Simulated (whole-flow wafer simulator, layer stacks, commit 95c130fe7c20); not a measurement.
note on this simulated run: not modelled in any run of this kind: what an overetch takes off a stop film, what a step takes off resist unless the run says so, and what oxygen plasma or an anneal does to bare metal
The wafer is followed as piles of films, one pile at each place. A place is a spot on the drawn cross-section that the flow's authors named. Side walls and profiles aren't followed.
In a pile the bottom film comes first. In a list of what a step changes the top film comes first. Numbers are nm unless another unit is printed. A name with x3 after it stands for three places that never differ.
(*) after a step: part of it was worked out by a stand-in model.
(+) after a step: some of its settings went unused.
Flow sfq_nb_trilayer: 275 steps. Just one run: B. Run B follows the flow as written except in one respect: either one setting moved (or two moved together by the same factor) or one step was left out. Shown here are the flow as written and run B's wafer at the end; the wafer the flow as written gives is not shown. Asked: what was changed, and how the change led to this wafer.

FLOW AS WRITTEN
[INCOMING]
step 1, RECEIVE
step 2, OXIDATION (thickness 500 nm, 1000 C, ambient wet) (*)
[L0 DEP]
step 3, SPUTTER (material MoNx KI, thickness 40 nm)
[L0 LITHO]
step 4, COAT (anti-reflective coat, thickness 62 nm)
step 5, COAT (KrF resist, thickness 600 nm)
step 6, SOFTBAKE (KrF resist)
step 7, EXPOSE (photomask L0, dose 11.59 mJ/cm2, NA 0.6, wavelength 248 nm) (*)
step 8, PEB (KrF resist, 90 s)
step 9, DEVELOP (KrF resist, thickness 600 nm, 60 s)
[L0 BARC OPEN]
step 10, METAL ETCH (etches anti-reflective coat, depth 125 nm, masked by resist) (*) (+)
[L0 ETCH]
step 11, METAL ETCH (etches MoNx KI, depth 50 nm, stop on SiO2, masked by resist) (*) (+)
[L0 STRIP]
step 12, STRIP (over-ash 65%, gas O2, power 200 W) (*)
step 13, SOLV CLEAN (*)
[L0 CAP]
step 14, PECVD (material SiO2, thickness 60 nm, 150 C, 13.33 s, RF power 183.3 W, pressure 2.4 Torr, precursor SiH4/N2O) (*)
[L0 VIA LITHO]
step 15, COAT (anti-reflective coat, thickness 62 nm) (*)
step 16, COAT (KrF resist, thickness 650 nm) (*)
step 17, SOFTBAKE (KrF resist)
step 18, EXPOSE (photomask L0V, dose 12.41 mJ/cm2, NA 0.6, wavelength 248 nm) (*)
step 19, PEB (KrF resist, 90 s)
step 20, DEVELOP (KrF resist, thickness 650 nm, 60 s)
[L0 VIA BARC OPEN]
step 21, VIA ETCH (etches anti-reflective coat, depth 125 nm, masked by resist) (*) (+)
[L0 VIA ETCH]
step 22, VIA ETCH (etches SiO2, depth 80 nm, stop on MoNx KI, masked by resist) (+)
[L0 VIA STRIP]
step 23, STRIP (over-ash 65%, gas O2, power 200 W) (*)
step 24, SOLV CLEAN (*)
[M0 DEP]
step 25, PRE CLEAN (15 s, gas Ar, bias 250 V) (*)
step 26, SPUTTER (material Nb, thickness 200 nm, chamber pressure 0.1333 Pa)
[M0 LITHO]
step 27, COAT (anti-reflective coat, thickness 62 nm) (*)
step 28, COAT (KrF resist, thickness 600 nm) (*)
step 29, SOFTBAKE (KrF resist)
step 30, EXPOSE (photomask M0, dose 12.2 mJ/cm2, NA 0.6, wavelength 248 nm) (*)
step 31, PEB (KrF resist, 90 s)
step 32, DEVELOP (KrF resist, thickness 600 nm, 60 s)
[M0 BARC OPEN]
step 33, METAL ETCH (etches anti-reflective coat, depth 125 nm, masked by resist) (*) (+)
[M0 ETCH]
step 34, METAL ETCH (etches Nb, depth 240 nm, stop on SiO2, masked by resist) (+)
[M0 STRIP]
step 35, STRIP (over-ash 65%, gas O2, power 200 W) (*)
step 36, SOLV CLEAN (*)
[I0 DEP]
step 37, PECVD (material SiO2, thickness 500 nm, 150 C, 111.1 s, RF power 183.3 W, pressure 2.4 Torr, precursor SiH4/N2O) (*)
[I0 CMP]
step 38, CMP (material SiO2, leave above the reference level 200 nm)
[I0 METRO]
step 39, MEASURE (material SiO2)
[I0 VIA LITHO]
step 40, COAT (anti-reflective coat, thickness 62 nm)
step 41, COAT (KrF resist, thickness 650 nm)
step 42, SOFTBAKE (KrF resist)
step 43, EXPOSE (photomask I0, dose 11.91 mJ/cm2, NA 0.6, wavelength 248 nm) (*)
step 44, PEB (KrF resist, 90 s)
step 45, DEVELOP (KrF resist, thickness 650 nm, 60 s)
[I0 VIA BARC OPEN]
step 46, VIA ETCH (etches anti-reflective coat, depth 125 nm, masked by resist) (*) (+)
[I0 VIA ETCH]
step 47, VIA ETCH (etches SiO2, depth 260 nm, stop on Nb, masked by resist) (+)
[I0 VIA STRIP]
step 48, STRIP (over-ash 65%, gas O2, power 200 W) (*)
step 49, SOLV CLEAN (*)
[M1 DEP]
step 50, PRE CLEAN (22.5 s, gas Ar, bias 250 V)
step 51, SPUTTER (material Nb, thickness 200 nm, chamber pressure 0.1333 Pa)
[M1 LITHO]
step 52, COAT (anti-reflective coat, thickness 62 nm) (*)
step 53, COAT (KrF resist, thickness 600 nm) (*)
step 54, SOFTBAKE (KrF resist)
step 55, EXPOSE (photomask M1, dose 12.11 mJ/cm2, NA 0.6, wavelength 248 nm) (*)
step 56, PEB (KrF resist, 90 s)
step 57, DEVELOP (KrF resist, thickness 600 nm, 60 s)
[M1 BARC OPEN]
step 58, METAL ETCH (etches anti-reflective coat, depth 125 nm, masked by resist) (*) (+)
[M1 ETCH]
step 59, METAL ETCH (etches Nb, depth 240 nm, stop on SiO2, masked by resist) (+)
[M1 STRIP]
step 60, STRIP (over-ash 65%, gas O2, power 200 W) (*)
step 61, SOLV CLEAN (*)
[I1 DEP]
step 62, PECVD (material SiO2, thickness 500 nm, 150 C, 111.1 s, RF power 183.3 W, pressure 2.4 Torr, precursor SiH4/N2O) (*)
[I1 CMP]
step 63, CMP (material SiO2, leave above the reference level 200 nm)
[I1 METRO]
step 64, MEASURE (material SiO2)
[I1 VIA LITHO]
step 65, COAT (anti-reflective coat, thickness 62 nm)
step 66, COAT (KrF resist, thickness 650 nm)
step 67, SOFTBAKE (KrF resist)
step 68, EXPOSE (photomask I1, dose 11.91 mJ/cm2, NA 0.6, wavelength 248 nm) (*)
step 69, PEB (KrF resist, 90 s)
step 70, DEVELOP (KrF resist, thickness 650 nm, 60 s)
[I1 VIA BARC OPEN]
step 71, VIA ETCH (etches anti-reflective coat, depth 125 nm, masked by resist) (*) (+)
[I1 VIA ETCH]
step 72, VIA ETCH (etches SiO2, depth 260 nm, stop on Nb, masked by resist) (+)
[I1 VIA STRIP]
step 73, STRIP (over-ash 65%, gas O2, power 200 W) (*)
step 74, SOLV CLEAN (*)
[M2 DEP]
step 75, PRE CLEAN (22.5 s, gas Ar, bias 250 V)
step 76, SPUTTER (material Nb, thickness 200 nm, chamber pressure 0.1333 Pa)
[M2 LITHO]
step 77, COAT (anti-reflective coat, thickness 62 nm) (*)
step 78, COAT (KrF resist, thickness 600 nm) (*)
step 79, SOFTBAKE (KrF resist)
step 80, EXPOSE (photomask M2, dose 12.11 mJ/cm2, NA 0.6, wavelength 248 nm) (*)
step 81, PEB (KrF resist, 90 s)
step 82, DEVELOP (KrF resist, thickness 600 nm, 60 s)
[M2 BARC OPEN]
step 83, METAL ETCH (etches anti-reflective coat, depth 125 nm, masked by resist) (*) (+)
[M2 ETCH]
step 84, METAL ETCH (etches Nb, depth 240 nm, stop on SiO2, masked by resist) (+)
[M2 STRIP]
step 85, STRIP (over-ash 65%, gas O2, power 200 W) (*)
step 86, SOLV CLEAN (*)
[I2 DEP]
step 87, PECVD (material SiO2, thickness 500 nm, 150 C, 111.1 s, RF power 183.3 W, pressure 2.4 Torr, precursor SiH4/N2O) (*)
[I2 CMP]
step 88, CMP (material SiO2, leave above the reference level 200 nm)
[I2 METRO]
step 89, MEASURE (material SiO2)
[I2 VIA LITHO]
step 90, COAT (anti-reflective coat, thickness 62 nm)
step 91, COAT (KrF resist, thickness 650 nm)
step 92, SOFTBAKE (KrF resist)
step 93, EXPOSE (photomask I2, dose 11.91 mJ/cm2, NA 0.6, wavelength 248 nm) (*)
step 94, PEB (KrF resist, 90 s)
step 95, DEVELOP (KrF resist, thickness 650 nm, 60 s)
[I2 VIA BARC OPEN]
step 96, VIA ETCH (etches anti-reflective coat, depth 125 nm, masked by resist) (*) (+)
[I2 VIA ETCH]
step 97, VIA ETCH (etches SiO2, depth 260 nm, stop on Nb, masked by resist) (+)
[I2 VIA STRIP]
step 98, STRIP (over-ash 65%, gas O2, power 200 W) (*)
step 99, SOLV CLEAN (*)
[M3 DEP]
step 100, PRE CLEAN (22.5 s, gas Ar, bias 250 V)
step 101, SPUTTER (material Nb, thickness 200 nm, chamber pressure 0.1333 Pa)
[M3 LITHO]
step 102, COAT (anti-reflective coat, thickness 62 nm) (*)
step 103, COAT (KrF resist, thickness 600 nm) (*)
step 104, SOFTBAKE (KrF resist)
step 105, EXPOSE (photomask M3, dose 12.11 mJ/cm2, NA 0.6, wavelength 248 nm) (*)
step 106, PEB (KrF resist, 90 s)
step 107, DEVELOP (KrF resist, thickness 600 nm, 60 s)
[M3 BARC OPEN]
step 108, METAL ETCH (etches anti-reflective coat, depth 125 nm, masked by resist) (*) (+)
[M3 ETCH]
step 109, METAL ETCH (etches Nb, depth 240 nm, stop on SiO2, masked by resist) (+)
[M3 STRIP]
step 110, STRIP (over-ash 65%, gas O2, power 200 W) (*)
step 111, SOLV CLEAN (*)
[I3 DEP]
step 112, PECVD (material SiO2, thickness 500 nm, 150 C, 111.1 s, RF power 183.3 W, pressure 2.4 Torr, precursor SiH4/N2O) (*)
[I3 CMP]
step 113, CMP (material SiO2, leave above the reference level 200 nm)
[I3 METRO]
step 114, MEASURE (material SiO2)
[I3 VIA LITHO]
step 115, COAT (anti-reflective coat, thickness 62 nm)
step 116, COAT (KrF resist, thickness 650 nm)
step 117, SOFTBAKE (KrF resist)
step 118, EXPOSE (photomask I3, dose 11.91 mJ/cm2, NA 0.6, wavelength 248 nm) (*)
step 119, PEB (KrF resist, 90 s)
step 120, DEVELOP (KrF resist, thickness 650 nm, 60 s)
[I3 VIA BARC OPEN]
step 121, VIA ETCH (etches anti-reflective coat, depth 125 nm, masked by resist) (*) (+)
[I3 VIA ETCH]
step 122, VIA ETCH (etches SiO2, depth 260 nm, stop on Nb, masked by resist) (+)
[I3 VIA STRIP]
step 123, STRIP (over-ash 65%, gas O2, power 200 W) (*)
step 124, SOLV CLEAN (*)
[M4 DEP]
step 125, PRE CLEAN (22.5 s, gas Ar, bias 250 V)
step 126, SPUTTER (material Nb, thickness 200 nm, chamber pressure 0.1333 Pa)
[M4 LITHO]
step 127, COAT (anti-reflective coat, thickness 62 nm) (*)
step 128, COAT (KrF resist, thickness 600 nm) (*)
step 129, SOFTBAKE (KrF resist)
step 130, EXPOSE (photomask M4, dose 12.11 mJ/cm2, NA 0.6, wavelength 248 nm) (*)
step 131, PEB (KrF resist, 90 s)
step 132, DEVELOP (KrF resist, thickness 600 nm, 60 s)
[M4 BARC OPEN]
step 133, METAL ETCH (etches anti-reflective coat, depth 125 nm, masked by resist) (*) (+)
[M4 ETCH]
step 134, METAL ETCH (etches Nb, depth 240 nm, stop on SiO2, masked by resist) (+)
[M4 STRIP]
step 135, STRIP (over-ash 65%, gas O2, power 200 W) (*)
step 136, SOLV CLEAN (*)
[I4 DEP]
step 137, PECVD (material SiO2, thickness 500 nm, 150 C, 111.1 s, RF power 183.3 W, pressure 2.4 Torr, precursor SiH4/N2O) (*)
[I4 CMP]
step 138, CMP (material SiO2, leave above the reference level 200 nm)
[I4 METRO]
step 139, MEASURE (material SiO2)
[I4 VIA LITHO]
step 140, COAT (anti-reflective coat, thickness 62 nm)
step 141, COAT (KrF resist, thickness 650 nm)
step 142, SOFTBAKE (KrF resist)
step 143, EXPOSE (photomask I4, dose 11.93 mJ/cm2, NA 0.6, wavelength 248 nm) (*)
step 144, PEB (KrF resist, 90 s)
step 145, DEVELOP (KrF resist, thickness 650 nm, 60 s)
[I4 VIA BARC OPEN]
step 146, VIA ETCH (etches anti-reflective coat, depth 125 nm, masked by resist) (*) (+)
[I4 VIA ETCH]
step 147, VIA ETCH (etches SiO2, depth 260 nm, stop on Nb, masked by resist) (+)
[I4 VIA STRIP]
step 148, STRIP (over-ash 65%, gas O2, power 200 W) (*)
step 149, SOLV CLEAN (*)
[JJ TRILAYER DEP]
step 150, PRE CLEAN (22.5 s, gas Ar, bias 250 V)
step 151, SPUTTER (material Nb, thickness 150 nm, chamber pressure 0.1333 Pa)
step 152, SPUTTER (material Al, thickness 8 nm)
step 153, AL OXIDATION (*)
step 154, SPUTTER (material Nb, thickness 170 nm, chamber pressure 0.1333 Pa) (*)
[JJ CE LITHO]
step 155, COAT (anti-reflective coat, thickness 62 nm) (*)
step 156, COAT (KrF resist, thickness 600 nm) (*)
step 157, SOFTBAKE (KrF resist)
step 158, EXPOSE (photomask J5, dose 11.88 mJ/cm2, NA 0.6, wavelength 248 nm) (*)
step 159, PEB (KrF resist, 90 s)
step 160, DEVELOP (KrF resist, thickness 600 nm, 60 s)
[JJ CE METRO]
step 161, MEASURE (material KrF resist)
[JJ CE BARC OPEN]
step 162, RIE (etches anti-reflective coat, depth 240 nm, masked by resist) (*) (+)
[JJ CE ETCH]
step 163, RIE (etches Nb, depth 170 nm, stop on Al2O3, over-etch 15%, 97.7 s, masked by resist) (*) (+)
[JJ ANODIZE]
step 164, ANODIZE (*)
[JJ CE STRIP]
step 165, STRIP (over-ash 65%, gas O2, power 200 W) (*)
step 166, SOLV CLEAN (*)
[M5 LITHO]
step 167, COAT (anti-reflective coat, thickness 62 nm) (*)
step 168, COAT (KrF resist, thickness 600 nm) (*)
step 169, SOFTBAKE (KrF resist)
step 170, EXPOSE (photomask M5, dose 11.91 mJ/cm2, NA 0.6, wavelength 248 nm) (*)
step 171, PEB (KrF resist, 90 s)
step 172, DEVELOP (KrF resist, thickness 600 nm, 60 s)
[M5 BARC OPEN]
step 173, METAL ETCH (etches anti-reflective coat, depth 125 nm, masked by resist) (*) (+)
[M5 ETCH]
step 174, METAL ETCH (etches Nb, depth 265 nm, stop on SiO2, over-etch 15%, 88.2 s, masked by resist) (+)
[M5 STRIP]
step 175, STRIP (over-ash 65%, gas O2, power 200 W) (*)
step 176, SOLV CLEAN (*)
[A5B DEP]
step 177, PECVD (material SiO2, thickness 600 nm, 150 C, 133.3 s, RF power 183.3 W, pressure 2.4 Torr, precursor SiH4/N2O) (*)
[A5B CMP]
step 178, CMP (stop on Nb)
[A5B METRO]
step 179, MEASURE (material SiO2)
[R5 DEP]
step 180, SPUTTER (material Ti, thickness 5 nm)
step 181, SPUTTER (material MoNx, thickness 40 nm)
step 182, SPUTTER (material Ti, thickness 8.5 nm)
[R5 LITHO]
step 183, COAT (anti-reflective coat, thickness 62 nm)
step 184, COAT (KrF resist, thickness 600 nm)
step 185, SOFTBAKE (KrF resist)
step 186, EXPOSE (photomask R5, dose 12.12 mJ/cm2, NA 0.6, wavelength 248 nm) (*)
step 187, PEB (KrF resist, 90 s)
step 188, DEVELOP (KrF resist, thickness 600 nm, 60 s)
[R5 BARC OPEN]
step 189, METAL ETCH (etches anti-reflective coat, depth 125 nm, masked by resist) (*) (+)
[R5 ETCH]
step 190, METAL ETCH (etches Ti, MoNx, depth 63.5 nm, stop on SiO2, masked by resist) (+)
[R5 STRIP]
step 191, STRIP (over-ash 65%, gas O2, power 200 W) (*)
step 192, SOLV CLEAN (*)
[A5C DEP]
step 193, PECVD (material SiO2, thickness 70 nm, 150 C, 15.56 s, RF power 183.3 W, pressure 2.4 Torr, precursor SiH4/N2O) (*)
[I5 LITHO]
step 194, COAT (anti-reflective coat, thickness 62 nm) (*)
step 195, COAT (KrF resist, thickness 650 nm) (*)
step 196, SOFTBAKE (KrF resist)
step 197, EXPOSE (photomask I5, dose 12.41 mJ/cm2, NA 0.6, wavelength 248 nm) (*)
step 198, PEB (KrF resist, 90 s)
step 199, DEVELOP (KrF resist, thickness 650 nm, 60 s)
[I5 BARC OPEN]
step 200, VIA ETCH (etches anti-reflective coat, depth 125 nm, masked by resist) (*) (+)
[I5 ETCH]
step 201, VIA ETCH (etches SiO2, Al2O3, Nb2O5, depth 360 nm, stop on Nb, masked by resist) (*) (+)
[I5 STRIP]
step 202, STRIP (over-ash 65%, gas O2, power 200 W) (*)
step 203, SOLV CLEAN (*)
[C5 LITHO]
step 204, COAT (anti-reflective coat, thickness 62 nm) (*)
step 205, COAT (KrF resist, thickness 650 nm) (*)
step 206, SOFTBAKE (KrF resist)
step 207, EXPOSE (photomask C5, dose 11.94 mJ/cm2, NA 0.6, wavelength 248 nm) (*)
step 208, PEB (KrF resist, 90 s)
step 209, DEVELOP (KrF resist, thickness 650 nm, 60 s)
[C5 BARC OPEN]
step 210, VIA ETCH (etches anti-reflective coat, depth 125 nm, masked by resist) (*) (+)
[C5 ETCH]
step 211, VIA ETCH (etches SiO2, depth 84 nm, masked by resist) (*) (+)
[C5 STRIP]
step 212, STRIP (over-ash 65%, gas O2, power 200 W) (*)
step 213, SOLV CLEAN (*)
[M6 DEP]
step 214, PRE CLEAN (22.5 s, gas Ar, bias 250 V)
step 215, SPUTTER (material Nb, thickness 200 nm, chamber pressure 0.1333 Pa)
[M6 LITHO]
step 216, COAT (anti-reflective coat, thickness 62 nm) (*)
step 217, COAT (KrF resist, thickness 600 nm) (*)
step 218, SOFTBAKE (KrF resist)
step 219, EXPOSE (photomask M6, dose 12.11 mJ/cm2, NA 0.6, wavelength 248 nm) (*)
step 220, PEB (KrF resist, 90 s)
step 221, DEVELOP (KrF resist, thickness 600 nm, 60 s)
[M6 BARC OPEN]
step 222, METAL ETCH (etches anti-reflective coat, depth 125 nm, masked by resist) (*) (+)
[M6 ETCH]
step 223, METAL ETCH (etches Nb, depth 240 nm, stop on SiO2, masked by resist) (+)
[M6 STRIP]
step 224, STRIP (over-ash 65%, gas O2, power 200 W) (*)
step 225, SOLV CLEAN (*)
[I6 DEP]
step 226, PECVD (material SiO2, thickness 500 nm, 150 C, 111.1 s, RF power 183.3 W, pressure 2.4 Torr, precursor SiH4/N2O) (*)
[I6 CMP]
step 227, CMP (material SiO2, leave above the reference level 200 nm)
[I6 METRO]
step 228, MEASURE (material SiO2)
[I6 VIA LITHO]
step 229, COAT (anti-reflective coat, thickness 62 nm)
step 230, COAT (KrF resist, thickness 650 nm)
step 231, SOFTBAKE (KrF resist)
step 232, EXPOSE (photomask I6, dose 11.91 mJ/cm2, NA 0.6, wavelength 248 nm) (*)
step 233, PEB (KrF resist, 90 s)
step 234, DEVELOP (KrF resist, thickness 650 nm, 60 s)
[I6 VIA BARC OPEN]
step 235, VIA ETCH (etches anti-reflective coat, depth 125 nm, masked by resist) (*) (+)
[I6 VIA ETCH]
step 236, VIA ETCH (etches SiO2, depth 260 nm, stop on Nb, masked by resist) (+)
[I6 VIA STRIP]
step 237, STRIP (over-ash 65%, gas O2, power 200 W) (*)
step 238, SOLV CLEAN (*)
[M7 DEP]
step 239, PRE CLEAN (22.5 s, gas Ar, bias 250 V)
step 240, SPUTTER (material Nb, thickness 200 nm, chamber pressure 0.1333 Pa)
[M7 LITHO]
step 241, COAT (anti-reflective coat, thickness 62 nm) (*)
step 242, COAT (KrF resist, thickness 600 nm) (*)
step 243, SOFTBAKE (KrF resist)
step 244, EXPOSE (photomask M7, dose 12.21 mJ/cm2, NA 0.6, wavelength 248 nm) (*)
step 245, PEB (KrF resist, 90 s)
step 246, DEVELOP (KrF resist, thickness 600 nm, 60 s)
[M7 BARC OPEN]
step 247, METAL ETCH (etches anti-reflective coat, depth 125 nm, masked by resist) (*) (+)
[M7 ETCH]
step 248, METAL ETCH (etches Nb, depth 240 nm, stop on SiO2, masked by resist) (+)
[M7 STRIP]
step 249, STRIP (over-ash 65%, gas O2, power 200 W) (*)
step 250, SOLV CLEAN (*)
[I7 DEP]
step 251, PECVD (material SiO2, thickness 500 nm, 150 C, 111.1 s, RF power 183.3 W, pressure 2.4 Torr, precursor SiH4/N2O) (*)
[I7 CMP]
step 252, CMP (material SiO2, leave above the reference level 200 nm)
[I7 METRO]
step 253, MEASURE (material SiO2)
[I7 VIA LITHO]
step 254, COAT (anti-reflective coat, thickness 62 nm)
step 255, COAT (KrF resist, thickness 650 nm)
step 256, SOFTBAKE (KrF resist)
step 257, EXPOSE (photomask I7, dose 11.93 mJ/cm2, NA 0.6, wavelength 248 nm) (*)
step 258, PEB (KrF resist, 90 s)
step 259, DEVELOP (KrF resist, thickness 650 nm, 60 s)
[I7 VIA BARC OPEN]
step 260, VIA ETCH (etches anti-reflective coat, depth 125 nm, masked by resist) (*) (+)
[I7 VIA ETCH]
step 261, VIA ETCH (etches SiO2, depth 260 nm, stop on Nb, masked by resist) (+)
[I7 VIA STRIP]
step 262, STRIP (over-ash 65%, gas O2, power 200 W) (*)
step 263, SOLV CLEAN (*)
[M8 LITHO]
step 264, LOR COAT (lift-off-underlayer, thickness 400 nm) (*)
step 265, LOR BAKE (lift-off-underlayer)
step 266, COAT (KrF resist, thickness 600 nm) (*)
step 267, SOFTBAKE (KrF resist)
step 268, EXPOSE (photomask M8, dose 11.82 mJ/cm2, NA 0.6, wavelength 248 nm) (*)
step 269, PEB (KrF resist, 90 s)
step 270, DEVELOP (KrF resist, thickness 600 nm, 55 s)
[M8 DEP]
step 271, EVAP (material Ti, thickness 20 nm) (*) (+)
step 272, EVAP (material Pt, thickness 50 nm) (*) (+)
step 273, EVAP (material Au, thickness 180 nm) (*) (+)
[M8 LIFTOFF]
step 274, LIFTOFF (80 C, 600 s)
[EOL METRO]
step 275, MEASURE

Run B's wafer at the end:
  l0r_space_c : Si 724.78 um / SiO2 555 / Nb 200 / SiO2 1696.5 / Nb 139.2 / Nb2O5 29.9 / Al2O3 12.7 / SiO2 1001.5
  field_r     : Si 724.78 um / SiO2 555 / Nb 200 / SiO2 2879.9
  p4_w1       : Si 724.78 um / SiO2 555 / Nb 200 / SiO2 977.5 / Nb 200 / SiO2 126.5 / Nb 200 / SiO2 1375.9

The reason: step 113, CMP: leave above the reference level 134 nm was run, whereas the flow has leave above the reference level 200 nm.

How this came from the change, step by step:
  step 113, CMP (material SiO2, leave above the reference level 200 nm)
      field_l, be, be_sur and 64 more: -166 SiO2 (in the flow as written it would be: -100 SiO2)
      v_sur, via_wl, via_wr and 27 more: -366 SiO2 (in the flow as written it would be: -300 SiO2)
      (and at 9 other places as well)
  step 122, VIA ETCH (etches SiO2, depth 260 nm, stop on Nb, masked by resist) (+)
      field_l, v_sur, via_wl and 102 more: -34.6 KrF resist (in the flow as written it would be: -44.8 KrF resist)
      via_v: -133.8 SiO2 (all of it) (in the flow as written it would be: -199.8 SiO2 (all of it))
  step 126, SPUTTER (material Nb, thickness 200 nm, chamber pressure 0.1333 Pa)
      via_v: +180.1 Nb (in the flow as written it would be: +165.5 Nb)
  step 127, COAT (anti-reflective coat, thickness 62 nm) (*)
      via_sp: +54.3 anti-reflective coat (new film) (in the flow as written it would be: +53 anti-reflective coat (new film))
      via_v: +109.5 anti-reflective coat (new film) (in the flow as written it would be: +124.8 anti-reflective coat (new film))
      (and at 1 other place as well)
  step 128, COAT (KrF resist, thickness 600 nm) (*)
      via_v: +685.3 KrF resist (new film) (in the flow as written it would be: +739.8 KrF resist (new film))
  step 135, STRIP (over-ash 65%, gas O2, power 200 W) (*)
      via_sp: -378.4 KrF resist (all of it), -54.3 anti-reflective coat (all of it) (in the flow as written it would be: -373.9 KrF resist (all of it), -53 anti-reflective coat (all of it))
      via_v: -467.5 KrF resist (all of it), -109.5 anti-reflective coat (all of it) (in the flow as written it would be: -521.8 KrF resist (all of it), -124.8 anti-reflective coat (all of it))
      (and at 1 other place as well)
  step 137, PECVD (material SiO2, thickness 500 nm, 150 C, 111.1 s, RF power 183.3 W, pressure 2.4 Torr, precursor SiH4/N2O) (*)
      via_v: +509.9 SiO2 (new film) (in the flow as written it would be: +615 SiO2 (new film))
  step 138, CMP (material SiO2, leave above the reference level 200 nm)
      via_v: -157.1 SiO2 (in the flow as written it would be: -181.6 SiO2)
